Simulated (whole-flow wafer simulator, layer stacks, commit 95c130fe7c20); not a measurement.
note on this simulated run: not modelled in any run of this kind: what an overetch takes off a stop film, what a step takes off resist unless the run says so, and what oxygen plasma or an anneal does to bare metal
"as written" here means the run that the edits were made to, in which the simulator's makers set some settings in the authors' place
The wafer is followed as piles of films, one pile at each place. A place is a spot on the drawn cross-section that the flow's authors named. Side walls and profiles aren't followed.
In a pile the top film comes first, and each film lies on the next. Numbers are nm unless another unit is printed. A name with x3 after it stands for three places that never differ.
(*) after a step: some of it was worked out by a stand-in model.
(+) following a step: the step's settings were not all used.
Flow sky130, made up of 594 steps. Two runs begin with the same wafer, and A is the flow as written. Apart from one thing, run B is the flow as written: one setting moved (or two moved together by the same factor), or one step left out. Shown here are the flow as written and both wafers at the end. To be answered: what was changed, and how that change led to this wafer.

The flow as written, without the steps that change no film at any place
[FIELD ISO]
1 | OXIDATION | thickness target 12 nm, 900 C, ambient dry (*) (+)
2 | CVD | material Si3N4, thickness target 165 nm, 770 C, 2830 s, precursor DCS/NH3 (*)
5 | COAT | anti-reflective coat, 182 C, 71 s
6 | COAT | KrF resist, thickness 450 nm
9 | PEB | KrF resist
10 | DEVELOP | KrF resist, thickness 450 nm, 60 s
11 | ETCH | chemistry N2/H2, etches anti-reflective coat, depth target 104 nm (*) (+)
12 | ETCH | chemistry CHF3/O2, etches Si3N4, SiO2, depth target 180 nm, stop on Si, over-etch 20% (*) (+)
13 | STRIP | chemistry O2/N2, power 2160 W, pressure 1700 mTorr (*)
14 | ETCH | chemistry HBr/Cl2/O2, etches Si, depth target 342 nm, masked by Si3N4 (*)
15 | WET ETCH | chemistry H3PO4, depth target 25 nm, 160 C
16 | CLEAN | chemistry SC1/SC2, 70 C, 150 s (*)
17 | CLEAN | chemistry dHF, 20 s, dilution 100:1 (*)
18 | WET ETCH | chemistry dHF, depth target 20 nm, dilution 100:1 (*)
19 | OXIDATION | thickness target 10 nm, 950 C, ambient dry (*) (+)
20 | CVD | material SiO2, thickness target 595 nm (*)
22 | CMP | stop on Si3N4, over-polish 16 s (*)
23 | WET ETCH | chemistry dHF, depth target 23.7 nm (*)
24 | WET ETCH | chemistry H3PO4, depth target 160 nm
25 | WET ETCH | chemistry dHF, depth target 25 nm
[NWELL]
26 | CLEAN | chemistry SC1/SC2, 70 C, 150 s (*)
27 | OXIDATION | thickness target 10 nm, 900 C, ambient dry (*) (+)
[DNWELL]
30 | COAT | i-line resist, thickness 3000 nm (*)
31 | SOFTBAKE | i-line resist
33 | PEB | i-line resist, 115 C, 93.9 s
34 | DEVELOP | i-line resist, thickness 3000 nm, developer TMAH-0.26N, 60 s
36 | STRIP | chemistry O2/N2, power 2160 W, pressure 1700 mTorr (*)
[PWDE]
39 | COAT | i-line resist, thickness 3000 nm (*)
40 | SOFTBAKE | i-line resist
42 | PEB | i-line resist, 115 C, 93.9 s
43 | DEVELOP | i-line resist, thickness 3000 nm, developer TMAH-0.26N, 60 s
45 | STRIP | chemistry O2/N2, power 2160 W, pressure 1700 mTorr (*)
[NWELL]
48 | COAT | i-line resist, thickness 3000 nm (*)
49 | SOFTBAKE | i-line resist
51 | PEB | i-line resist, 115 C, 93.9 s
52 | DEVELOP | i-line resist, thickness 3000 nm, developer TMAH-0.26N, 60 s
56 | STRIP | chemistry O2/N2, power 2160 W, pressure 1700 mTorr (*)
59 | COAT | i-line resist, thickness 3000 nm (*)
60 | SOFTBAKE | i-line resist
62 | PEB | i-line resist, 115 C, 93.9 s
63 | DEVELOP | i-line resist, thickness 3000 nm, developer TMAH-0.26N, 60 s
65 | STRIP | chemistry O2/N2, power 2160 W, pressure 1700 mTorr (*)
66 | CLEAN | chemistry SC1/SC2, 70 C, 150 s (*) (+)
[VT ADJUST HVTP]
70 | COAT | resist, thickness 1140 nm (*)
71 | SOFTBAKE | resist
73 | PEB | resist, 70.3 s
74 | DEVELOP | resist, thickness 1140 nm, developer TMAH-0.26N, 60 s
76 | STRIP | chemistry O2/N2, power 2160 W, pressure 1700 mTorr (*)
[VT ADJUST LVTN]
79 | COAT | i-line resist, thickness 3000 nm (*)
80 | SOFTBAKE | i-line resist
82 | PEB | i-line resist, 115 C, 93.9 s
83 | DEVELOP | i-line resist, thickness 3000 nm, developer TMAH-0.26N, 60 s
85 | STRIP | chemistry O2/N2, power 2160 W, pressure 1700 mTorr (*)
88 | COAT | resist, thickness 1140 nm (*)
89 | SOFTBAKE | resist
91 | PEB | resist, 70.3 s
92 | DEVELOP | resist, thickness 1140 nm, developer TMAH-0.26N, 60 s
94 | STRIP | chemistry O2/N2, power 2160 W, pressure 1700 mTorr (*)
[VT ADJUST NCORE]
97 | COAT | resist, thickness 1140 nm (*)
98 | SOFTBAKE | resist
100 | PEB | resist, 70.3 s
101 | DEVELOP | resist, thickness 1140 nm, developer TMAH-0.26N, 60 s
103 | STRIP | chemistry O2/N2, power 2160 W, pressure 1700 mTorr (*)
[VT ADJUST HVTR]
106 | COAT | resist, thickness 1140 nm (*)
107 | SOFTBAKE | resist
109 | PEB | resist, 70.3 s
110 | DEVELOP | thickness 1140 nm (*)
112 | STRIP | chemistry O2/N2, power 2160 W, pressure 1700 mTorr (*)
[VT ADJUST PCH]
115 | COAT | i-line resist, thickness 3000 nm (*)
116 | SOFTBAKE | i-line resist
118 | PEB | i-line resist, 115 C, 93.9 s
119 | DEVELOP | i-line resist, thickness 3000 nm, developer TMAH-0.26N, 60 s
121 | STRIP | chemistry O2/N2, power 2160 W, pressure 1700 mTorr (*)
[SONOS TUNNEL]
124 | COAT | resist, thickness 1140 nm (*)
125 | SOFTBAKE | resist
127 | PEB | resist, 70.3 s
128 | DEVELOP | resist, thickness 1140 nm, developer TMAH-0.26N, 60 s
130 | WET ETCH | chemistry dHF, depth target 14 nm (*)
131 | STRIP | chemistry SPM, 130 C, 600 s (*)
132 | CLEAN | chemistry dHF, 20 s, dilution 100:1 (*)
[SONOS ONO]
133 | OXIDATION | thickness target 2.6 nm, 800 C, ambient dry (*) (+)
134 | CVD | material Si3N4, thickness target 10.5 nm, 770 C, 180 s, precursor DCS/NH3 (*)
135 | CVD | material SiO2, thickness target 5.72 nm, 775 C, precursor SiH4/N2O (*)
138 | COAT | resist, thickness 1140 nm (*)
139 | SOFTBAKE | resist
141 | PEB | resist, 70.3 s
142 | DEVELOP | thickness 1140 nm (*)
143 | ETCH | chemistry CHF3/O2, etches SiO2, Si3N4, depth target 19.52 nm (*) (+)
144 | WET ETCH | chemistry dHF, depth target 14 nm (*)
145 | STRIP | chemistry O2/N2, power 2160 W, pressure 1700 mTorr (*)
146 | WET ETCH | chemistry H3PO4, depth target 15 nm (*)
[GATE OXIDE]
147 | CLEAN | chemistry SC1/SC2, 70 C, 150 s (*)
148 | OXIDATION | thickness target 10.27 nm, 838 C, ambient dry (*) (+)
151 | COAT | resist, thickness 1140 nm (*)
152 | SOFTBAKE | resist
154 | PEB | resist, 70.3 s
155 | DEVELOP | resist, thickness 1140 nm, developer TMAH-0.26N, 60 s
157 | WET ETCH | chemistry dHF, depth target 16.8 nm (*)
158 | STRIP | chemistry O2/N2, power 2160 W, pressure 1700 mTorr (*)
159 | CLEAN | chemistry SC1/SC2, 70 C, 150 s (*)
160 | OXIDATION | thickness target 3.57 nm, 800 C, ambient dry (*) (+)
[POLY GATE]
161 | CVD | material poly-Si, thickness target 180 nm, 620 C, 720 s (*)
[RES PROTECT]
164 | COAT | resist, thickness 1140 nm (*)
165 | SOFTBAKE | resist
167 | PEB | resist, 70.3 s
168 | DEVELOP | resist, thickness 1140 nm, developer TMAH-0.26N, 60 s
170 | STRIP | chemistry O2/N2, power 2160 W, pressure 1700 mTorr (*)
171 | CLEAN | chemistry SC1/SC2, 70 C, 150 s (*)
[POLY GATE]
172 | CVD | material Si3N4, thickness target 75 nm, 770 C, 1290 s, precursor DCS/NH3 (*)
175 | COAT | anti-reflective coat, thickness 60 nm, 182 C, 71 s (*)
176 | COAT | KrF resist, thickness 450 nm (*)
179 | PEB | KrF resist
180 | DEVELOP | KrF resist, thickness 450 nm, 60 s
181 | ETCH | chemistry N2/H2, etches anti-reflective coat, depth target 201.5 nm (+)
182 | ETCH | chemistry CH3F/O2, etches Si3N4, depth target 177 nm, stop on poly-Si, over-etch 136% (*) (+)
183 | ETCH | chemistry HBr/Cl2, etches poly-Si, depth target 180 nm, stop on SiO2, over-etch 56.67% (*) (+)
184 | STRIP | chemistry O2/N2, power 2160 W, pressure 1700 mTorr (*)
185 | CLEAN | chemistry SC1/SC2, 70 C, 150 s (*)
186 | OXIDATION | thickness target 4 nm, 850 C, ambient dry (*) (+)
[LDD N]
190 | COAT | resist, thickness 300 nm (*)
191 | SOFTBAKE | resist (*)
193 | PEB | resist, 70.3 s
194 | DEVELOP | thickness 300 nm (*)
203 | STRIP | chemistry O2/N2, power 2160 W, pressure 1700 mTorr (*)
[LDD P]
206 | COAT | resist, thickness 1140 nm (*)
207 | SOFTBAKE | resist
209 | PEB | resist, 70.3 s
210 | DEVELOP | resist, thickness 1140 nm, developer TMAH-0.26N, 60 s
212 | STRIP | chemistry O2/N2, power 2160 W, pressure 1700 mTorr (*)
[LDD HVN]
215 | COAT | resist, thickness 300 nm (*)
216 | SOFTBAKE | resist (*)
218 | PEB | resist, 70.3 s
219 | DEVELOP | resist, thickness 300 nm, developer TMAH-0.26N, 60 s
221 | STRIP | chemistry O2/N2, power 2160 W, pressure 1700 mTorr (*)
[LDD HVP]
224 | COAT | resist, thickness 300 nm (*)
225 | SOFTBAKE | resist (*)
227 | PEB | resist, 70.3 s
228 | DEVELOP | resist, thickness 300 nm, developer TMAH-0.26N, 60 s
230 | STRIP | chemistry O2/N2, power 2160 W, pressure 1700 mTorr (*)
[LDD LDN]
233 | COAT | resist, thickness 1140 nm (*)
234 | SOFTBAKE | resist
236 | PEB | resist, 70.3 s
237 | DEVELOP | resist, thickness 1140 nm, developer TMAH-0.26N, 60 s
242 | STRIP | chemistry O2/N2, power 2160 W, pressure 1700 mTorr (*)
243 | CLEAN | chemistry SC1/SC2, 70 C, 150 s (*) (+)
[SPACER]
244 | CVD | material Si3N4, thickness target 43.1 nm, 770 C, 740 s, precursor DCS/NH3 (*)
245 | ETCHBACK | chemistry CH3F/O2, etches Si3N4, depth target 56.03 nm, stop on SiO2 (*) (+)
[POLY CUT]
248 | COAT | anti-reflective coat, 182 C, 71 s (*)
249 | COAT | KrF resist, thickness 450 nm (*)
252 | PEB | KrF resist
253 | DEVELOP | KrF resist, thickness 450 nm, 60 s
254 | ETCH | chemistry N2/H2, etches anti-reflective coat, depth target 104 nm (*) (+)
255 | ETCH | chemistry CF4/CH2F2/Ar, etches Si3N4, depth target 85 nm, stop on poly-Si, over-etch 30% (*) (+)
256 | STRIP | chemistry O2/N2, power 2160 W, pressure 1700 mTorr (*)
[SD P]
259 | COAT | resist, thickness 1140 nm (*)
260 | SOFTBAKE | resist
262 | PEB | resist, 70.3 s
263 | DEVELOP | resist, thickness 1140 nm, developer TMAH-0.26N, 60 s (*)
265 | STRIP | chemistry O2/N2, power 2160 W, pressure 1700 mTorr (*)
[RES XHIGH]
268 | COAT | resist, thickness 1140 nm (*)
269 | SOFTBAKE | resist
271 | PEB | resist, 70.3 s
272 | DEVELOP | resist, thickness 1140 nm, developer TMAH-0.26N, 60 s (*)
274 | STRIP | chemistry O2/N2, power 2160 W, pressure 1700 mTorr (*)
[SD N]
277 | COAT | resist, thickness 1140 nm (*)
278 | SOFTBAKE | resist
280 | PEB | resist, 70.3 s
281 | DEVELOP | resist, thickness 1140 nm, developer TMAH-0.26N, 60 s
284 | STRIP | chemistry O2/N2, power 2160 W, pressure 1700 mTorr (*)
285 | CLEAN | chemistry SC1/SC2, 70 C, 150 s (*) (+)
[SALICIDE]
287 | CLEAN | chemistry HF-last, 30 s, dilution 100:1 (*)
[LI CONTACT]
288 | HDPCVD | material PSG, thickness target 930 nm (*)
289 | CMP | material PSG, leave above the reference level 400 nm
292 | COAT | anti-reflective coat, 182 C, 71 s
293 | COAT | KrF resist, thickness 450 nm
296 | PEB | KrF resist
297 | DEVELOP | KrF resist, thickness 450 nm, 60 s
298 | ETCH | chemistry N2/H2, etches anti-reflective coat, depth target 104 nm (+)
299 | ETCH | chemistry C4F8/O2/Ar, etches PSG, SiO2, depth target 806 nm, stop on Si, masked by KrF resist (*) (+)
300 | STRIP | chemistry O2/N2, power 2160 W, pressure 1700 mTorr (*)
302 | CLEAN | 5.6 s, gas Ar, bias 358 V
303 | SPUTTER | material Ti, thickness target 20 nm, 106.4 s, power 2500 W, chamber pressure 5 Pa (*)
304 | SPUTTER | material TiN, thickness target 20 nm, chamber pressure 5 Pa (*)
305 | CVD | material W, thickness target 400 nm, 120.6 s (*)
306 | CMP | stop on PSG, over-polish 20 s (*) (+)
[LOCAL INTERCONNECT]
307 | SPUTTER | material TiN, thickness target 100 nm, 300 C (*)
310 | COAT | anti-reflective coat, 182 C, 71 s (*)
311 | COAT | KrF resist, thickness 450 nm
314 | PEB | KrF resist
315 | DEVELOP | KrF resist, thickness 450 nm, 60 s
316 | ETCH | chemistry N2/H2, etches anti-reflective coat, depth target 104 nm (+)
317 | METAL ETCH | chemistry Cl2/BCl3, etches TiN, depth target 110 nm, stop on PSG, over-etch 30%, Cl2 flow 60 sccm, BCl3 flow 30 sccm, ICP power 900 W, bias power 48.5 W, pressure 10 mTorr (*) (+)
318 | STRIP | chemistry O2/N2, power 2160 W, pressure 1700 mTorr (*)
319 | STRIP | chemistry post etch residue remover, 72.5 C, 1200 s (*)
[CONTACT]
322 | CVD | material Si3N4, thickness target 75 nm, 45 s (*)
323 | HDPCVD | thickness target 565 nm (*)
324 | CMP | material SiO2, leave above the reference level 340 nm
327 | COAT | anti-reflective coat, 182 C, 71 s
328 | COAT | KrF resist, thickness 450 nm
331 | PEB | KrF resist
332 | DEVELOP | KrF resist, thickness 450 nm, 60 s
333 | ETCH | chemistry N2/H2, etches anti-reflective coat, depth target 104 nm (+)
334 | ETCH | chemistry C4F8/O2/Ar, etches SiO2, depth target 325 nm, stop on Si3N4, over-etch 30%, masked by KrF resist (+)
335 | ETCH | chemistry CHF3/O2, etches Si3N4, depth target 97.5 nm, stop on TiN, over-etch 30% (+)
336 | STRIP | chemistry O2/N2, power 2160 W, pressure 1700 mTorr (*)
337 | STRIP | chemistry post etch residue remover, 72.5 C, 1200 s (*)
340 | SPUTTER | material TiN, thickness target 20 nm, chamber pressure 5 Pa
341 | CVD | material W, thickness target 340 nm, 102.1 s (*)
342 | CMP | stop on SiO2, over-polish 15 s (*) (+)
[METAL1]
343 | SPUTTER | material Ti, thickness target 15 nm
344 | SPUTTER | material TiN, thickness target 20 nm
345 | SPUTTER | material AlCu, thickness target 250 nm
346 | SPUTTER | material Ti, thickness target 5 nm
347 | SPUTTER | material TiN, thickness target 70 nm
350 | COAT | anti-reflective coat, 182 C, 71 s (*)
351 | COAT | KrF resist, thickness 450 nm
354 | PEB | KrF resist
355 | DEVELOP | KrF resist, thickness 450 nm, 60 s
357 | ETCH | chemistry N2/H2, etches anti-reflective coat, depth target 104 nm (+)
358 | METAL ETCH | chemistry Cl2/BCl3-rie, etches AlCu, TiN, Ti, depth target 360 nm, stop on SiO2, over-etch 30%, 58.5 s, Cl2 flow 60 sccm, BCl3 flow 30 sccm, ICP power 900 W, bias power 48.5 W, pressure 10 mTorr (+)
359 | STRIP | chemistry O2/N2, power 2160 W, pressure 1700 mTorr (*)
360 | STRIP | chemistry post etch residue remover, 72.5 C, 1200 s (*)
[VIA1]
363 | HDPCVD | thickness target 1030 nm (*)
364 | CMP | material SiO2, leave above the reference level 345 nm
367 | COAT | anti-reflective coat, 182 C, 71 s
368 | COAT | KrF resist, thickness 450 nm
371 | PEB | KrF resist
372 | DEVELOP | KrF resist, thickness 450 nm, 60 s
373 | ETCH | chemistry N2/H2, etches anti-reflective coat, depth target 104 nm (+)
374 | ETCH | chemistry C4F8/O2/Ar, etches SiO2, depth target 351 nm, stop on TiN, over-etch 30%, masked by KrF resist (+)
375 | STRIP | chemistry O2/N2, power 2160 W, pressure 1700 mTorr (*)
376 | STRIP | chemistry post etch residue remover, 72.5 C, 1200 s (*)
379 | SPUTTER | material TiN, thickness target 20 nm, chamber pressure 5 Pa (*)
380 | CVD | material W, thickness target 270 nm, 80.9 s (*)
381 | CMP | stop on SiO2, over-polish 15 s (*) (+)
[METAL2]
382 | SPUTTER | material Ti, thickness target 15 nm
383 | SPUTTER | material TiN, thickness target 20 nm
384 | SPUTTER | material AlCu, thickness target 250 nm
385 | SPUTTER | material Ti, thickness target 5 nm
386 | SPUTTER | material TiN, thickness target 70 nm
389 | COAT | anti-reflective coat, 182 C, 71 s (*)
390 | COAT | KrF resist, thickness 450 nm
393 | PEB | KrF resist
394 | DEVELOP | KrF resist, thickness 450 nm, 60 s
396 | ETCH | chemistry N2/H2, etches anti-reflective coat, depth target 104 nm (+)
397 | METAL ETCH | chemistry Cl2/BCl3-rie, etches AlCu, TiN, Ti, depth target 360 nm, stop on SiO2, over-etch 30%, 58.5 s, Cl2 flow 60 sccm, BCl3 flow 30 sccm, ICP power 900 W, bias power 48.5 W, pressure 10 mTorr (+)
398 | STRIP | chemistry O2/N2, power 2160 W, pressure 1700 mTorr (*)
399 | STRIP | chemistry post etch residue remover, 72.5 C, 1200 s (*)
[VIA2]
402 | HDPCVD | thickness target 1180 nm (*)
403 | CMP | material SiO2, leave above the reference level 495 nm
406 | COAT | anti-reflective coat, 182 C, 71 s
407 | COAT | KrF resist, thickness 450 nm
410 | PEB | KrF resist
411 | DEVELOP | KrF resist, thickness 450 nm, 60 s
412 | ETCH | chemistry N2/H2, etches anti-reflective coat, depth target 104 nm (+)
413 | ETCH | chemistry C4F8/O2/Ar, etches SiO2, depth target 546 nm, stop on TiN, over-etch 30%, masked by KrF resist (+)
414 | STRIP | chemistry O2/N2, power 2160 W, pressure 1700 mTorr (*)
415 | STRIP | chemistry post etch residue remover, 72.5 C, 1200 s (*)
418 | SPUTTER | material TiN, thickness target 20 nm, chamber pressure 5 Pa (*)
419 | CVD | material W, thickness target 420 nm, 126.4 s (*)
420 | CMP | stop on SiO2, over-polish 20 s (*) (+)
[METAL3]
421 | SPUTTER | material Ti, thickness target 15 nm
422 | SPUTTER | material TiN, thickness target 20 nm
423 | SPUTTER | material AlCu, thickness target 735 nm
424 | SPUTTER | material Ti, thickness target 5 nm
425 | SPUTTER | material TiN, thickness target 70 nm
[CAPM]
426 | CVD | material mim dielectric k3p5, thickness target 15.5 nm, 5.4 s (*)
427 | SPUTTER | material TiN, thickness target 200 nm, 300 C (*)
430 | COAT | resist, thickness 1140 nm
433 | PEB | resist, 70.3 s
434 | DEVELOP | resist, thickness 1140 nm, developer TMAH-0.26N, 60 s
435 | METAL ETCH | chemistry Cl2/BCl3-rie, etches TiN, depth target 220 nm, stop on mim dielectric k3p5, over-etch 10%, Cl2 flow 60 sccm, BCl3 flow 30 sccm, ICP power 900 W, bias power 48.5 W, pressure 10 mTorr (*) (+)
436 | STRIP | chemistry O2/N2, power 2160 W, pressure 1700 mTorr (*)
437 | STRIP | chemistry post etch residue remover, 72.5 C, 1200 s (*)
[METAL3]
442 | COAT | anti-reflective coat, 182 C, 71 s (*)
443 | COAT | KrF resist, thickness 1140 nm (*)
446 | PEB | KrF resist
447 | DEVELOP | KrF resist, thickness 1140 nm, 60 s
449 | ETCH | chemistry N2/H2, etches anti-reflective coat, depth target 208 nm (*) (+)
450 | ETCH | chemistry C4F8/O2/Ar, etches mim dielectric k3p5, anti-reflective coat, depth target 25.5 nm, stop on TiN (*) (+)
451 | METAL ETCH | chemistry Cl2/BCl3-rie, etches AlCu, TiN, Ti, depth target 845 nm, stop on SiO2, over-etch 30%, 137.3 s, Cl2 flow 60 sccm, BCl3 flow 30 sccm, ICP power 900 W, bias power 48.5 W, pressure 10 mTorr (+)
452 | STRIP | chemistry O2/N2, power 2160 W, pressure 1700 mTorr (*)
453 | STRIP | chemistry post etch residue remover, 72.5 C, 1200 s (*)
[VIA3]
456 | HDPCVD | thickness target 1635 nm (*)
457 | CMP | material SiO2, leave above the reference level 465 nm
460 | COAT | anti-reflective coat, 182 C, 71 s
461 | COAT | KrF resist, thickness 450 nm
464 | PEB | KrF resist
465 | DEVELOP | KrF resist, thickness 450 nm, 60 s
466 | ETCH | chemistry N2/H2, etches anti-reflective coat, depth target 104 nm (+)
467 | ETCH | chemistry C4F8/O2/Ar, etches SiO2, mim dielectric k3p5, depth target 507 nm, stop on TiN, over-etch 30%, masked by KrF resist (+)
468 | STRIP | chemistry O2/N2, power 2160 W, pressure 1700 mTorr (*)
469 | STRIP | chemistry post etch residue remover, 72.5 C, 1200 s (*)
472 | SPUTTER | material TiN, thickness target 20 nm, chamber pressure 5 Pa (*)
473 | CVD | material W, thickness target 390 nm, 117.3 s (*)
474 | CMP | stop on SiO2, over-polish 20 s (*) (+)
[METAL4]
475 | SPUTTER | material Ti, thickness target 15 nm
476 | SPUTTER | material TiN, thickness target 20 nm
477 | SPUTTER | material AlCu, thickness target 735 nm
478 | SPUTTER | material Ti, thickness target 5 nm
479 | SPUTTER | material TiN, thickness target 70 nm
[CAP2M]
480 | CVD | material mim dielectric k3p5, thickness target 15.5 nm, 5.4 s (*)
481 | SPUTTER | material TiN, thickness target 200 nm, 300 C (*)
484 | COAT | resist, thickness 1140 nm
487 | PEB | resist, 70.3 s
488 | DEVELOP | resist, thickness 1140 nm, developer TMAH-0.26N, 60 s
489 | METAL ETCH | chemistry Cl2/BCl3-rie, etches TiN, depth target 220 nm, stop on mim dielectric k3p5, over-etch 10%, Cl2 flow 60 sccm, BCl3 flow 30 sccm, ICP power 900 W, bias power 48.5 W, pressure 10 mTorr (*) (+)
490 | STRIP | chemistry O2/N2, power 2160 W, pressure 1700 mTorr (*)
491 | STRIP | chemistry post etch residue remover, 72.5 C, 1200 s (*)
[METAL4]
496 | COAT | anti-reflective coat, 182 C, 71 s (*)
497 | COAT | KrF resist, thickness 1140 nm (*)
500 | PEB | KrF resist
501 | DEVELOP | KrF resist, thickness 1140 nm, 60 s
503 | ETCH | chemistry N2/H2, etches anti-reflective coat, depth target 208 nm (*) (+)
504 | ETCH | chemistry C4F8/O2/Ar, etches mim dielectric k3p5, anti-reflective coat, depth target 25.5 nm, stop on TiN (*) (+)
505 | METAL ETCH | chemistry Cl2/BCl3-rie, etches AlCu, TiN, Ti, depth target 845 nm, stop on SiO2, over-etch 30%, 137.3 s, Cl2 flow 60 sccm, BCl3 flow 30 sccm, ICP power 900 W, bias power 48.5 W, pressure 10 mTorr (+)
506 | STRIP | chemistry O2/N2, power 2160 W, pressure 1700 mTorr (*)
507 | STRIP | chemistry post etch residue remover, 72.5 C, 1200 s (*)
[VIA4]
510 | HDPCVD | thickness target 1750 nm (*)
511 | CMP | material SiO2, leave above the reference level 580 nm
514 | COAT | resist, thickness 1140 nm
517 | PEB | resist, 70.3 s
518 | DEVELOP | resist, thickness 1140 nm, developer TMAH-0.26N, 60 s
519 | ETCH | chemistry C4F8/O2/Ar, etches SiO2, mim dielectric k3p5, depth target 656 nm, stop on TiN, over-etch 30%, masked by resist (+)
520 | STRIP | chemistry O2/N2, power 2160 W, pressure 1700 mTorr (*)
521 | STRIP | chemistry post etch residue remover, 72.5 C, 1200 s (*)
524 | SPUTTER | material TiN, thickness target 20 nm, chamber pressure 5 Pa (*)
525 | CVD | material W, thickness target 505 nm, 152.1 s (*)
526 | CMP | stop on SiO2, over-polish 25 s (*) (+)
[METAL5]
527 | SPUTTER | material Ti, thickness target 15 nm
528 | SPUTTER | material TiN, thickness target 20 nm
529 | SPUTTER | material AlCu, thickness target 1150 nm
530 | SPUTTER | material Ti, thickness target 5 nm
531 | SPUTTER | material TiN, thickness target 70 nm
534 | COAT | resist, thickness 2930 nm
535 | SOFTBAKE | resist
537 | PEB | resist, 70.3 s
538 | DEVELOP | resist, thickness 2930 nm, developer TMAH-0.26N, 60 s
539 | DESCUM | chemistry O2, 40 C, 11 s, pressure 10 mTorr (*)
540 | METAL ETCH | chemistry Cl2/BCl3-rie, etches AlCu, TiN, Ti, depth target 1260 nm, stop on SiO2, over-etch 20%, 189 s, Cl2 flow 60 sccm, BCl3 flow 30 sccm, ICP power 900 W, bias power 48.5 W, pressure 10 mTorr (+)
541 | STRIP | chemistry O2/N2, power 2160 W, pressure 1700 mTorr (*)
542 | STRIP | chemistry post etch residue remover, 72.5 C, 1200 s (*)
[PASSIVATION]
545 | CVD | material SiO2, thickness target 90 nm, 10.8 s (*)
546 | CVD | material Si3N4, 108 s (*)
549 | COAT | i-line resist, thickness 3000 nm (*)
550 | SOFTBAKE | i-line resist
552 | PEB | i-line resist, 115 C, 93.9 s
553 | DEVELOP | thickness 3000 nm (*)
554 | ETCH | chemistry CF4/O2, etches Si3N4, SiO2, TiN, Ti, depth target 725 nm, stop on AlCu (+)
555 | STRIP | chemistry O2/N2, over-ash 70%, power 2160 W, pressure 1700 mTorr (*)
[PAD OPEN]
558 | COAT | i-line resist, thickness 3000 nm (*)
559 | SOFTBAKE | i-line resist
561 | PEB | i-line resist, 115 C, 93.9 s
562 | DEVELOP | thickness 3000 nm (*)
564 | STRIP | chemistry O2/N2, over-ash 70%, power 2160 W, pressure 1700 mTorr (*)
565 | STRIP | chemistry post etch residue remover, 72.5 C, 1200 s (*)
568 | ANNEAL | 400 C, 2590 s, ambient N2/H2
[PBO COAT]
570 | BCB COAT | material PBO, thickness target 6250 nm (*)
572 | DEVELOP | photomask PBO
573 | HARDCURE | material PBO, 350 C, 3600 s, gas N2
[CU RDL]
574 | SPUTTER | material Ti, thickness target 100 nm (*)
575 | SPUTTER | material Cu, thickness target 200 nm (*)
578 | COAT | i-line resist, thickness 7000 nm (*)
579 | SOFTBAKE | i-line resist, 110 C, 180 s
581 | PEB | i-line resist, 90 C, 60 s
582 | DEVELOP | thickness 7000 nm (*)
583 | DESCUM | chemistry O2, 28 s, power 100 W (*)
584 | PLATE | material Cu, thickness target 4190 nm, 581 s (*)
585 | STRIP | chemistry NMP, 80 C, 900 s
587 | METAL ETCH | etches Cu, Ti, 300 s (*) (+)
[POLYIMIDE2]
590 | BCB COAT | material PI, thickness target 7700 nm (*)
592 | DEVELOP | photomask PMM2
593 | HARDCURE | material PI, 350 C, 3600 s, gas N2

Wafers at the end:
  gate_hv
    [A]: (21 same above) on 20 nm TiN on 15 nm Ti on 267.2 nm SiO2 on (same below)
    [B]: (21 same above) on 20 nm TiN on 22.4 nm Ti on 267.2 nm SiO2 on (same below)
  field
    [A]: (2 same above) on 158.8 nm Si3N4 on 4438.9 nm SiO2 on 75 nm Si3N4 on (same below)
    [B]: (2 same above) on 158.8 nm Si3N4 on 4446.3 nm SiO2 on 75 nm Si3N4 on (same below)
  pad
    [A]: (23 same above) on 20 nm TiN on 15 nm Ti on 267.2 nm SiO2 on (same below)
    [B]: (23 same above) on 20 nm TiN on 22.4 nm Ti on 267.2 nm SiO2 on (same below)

The reason: step 382, SPUTTER: thickness target 22.4 nm was run, while the flow as written has thickness target 15 nm.
One can read it off the wafer: gate_hv has Ti 22.4, and step 382 as written asks for 15 nm.

How this came from the change, step by step:
  382 | SPUTTER | material Ti, thickness target 15 nm
      field, active, n_well and 188 more: A +15 Ti (new film) | B +22.4 Ti (new film)
  397 | METAL ETCH | chemistry Cl2/BCl3-rie, etches AlCu, TiN, Ti, depth target 360 nm, stop on SiO2, over-etch 30%, 58.5 s, Cl2 flow 60 sccm, BCl3 flow 30 sccm, ICP power 900 W, bias power 48.5 W, pressure 10 mTorr (+)
      field, active, gate and 82 more: A -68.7 TiN (all of it), -5 Ti (all of it), -250 AlCu (all of it), -20 TiN (all of it), -15 Ti (all of it), -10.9 SiO2 | B -68.7 TiN (all of it), -5 Ti (all of it), -250 AlCu (all of it), -20 TiN (all of it), -22.4 Ti (all of it), -10.2 SiO2
  550 | SOFTBAKE | i-line resist
      via1_hole: A -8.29 i-line resist | B -7.42 i-line resist
      via1_enc: A -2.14 i-line resist | B -1.33 i-line resist
  559 | SOFTBAKE | i-line resist
      via1_hole: A -8.29 i-line resist | B -7.42 i-line resist
      via1_enc: A -2.14 i-line resist | B -1.33 i-line resist
